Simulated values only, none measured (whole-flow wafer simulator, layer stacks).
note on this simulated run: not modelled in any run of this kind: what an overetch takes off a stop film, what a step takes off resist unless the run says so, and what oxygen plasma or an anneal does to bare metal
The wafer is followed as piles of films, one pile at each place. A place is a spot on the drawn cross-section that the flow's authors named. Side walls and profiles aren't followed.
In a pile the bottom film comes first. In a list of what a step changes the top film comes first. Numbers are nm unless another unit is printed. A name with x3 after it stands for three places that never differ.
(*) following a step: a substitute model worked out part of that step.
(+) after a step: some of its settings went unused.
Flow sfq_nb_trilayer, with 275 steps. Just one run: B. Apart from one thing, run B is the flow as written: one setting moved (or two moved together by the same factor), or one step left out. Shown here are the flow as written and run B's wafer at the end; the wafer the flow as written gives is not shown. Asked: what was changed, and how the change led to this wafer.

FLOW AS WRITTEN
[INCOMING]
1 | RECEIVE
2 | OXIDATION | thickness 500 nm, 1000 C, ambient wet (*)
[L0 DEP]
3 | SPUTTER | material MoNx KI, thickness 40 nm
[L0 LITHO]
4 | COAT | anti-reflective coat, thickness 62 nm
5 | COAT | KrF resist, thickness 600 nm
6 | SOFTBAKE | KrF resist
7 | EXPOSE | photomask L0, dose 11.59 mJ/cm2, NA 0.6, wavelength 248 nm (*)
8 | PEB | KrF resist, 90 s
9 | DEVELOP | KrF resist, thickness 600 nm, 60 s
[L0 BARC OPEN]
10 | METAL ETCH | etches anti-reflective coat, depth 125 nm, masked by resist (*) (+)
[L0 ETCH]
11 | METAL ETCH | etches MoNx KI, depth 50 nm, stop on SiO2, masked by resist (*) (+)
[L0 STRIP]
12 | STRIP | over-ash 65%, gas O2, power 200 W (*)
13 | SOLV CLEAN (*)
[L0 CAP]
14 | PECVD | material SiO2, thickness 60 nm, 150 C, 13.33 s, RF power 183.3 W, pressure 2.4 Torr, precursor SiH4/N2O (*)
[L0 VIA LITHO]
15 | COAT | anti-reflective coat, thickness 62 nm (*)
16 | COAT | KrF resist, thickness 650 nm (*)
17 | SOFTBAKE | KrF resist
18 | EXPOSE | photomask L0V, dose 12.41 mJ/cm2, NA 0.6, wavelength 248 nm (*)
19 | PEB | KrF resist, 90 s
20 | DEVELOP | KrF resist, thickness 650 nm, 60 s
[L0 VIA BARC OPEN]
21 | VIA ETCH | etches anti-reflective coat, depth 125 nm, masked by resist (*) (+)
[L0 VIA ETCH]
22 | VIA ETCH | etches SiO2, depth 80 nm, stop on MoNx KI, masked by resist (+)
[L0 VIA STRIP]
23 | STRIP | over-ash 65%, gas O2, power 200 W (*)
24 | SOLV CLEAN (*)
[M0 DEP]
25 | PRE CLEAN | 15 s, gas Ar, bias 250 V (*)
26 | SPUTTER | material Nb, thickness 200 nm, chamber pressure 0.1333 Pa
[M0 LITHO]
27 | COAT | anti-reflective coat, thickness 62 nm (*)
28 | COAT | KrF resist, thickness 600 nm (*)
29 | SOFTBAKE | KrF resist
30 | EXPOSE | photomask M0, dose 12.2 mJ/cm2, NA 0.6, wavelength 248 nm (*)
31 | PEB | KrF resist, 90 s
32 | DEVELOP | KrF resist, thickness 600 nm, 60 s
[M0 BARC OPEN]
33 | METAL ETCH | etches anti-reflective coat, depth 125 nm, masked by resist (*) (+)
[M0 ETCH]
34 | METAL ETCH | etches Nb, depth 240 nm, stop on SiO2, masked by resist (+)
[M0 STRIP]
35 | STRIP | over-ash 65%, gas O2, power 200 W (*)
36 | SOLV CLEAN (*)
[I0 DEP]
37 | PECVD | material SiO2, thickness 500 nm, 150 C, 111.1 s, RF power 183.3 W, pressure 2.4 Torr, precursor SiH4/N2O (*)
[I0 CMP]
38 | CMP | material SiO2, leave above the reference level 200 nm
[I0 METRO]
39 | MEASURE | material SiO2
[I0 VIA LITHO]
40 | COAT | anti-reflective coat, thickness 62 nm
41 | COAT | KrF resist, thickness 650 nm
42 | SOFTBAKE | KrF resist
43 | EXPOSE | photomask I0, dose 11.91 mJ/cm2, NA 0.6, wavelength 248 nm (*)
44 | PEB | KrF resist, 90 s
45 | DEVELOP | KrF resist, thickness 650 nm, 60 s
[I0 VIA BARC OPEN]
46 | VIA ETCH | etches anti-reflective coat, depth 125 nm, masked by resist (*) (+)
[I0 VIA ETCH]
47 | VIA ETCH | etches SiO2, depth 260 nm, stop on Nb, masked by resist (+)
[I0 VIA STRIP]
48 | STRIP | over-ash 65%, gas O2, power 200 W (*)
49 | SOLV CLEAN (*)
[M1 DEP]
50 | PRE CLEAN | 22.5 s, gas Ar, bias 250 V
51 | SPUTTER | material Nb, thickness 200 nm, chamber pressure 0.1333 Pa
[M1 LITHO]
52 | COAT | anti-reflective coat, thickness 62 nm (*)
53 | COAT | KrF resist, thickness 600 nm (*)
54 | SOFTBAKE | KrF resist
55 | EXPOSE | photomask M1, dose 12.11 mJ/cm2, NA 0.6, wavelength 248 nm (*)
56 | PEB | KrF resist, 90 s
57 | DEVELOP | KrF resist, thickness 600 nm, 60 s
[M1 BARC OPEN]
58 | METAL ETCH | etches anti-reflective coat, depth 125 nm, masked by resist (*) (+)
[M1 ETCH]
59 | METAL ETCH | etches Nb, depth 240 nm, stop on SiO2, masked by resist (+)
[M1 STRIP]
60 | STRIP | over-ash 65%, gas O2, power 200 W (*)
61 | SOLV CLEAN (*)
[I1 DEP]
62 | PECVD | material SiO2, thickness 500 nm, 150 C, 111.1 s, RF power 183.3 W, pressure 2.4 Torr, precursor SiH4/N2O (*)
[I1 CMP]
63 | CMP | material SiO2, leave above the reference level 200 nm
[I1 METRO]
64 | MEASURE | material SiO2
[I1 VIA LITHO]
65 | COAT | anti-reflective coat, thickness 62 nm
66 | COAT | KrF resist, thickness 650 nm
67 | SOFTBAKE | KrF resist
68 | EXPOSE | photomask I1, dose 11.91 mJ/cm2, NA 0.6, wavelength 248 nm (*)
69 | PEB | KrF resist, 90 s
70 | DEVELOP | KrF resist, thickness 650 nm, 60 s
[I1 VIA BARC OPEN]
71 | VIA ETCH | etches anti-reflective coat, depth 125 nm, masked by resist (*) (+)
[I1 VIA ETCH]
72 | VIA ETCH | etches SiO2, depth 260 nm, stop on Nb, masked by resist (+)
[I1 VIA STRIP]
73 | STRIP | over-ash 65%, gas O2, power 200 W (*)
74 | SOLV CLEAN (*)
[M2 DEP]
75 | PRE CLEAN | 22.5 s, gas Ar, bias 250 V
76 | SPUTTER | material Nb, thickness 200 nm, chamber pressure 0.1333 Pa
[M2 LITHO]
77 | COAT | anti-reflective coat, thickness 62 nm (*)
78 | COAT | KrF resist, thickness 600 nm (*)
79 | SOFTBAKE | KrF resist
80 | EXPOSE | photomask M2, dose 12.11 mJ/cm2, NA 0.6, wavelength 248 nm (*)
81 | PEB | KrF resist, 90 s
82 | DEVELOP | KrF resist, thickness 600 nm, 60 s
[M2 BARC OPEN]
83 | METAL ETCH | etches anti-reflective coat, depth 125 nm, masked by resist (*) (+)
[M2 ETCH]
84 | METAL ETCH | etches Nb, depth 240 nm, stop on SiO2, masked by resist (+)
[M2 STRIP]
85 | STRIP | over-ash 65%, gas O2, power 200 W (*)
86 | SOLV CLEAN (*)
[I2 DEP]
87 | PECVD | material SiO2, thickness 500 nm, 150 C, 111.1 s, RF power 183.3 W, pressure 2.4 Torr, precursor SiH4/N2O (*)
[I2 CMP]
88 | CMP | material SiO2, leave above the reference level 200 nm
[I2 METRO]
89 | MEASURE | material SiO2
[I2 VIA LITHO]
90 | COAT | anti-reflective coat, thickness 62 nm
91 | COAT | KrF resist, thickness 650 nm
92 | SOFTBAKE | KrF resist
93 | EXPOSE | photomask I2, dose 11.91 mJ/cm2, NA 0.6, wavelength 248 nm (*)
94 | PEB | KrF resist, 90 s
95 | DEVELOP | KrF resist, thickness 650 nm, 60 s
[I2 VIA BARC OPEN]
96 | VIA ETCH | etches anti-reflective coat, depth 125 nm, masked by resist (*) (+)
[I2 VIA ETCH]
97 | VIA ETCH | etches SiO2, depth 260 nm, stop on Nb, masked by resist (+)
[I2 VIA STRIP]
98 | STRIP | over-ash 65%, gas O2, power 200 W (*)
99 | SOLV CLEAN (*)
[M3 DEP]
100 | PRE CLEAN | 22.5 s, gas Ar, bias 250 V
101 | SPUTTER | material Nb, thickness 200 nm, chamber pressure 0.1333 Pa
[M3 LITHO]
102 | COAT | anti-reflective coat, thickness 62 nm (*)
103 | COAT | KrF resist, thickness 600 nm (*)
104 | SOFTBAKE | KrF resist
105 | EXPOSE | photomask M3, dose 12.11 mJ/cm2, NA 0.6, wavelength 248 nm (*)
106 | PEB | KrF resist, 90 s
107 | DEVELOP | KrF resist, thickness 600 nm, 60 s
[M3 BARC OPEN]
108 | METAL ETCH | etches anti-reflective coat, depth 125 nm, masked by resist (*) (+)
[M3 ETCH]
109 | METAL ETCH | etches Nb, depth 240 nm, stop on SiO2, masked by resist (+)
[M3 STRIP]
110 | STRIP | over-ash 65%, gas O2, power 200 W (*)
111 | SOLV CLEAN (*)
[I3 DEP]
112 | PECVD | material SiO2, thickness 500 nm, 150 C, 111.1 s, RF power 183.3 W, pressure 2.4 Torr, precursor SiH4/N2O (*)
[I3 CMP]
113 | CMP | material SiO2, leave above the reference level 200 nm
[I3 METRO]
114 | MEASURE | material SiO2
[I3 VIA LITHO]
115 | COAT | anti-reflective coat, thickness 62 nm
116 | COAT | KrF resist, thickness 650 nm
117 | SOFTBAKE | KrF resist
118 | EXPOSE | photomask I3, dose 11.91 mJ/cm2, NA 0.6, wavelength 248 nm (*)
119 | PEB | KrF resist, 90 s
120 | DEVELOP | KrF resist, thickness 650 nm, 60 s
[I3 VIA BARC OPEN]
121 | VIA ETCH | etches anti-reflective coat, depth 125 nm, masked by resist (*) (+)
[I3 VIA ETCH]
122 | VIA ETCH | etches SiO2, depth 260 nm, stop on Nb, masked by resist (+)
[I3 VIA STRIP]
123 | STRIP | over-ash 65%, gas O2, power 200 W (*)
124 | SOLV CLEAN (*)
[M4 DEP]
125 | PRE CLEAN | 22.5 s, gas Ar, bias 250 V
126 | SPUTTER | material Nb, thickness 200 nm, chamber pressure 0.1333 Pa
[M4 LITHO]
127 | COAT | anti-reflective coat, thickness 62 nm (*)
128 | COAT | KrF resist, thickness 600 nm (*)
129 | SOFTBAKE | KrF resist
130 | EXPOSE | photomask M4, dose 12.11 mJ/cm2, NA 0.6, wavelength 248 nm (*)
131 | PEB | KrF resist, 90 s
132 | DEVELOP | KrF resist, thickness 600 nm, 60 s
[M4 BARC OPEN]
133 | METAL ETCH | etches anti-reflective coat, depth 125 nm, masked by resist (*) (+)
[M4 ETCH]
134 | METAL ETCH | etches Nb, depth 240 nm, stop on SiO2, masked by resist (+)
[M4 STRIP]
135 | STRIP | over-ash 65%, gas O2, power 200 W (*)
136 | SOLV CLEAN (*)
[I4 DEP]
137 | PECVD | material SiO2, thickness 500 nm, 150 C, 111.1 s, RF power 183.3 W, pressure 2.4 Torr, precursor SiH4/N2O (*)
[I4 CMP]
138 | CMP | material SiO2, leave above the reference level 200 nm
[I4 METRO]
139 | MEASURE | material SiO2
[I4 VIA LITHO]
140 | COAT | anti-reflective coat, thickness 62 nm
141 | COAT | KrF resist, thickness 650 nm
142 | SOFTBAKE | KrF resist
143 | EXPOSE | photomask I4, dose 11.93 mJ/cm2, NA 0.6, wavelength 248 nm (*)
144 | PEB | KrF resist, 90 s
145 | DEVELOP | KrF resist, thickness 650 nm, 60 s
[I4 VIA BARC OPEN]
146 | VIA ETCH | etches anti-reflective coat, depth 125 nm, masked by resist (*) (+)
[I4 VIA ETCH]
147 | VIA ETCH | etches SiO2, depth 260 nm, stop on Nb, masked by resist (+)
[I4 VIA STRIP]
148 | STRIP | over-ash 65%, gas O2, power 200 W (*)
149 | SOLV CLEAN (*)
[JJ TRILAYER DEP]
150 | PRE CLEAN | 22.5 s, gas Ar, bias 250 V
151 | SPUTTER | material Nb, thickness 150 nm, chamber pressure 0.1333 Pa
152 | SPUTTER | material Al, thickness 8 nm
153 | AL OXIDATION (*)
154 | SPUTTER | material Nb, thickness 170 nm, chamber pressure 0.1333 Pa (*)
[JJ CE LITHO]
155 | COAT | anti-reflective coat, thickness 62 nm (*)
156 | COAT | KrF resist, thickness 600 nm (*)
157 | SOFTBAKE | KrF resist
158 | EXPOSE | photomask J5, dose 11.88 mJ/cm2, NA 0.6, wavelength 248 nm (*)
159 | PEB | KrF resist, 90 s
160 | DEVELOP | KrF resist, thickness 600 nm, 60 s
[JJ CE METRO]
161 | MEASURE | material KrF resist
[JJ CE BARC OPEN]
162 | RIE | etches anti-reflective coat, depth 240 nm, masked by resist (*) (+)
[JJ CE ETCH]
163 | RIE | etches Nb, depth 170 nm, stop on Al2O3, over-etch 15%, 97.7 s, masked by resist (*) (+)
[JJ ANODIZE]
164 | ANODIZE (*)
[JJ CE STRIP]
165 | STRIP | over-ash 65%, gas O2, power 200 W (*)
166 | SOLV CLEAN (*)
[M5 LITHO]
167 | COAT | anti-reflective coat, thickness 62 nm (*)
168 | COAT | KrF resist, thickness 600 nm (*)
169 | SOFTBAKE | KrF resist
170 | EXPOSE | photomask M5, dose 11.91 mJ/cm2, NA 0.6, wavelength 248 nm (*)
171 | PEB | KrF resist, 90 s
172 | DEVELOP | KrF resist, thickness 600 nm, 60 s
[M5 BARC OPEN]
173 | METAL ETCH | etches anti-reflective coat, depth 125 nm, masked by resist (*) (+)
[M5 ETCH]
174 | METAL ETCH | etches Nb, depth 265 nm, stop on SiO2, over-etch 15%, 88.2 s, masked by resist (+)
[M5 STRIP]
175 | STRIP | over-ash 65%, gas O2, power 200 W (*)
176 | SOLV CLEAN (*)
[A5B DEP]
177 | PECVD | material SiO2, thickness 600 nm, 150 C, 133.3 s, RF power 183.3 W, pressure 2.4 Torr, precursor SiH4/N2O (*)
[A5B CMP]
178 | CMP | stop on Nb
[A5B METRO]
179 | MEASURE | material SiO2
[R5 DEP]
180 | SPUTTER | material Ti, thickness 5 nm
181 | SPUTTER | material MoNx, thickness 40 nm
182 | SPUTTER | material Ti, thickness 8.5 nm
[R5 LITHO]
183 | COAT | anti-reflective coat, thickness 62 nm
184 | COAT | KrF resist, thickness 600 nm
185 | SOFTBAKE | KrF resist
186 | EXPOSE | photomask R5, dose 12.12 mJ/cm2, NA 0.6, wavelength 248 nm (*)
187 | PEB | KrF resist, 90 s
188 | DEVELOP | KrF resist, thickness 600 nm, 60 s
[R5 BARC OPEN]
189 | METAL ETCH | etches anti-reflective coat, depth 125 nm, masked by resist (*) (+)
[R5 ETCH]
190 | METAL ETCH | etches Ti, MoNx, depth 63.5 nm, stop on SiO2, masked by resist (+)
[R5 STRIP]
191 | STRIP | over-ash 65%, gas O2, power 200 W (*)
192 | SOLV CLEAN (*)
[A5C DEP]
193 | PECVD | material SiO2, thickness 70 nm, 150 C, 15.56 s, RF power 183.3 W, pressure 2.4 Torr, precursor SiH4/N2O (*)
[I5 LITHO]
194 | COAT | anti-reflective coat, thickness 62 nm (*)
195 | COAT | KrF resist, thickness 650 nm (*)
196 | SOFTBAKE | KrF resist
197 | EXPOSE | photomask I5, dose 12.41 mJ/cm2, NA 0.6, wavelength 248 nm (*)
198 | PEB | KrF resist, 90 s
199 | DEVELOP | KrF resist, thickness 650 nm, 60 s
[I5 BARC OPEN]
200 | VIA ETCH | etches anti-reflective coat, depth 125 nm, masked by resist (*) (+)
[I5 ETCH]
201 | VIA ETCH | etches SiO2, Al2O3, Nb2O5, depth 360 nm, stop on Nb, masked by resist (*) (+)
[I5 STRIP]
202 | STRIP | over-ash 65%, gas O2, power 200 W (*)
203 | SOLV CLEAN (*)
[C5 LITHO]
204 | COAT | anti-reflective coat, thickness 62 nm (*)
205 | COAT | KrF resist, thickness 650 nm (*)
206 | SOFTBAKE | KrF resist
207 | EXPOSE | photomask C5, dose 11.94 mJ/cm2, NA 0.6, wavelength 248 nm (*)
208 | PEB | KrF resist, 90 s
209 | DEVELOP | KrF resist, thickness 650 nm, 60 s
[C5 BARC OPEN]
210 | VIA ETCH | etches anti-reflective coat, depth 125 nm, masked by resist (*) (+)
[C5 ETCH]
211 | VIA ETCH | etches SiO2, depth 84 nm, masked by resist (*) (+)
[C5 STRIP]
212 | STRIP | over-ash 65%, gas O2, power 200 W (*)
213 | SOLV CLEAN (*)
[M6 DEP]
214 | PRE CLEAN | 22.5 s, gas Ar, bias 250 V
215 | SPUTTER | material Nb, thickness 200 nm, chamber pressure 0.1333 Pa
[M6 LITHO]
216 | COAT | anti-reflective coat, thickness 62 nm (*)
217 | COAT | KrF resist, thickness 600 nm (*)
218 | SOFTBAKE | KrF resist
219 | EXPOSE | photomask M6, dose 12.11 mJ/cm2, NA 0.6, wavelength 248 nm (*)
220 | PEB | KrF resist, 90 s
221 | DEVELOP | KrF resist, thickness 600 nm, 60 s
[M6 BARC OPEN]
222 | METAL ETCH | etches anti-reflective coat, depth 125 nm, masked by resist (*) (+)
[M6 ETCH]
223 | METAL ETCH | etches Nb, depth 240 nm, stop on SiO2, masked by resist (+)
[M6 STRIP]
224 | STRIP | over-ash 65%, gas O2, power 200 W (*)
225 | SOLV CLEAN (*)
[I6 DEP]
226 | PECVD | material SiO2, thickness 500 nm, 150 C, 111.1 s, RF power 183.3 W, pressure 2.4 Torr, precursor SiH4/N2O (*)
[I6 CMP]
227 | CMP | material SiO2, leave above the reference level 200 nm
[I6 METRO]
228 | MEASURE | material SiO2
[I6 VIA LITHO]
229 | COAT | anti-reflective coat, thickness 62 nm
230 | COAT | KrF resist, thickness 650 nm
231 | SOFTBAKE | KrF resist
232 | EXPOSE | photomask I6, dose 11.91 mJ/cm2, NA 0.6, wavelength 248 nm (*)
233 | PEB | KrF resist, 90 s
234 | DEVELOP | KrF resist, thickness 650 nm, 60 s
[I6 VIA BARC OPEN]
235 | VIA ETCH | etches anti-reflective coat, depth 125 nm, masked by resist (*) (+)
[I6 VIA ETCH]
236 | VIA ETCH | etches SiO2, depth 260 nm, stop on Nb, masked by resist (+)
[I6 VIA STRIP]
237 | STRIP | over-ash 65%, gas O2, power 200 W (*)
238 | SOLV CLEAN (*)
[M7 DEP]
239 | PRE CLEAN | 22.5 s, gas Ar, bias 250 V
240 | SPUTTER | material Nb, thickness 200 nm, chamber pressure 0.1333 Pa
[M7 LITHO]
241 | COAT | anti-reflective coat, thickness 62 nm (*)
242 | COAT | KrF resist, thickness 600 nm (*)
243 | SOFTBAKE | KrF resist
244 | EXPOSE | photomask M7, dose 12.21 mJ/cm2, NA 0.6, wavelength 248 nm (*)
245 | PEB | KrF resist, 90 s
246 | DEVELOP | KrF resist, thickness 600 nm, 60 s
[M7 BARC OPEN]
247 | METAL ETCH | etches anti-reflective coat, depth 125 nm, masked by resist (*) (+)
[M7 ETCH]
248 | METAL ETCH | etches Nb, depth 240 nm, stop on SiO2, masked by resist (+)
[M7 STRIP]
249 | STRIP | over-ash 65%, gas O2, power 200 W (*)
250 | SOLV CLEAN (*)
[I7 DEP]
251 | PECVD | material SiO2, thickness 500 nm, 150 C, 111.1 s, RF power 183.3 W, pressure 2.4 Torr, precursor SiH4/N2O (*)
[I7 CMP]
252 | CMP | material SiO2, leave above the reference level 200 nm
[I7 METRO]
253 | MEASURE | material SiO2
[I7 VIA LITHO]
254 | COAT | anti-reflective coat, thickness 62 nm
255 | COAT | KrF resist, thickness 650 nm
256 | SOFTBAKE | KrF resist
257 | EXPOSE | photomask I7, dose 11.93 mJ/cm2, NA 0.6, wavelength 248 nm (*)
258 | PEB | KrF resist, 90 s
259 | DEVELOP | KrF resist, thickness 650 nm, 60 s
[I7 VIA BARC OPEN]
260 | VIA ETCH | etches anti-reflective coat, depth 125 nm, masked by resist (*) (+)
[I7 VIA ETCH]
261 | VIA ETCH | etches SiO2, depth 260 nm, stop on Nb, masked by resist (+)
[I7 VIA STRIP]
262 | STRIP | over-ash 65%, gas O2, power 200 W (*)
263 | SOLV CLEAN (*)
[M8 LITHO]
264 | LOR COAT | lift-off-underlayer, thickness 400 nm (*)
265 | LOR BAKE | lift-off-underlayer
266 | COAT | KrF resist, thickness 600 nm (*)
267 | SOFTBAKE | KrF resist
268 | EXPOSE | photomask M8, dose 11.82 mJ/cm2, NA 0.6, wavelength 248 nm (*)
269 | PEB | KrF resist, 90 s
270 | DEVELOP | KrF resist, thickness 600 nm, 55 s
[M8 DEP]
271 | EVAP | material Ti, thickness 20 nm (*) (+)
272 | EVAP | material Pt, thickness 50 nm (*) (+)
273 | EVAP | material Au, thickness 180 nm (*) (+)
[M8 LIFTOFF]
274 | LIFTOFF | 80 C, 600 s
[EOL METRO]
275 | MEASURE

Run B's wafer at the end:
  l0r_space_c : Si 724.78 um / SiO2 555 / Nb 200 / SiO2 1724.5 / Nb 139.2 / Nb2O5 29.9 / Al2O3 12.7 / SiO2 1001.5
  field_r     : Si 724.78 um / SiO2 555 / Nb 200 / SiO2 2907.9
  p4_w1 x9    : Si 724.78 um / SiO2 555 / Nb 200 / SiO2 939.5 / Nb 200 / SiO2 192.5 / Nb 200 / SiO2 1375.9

What caused this: step 76, SPUTTER: thickness 162 nm was run, though the flow has thickness 200 nm.

The path from the change to this, step by step:
  76 | SPUTTER | material Nb, thickness 200 nm, chamber pressure 0.1333 Pa
      field_l, v_sur, via_wl and 102 more: Nb gains 162 (new film) (it would be, as written: Nb gains 200 (new film))
      via_v: Nb gains 141.9 (it would be, as written: Nb gains 174.5)
  84 | METAL ETCH | etches Nb, depth 240 nm, stop on SiO2, masked by resist (+)
      field_l, be, be_sur and 81 more: Nb loses 162 (all of it) (it would be, as written: Nb loses 200 (all of it))
  88 | CMP | material SiO2, leave above the reference level 200 nm
      field_l, be, be_sur and 81 more: SiO2 loses 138 (it would be, as written: SiO2 loses 100)
      via_v: SiO2 loses 177.9 (it would be, as written: SiO2 loses 181.6)
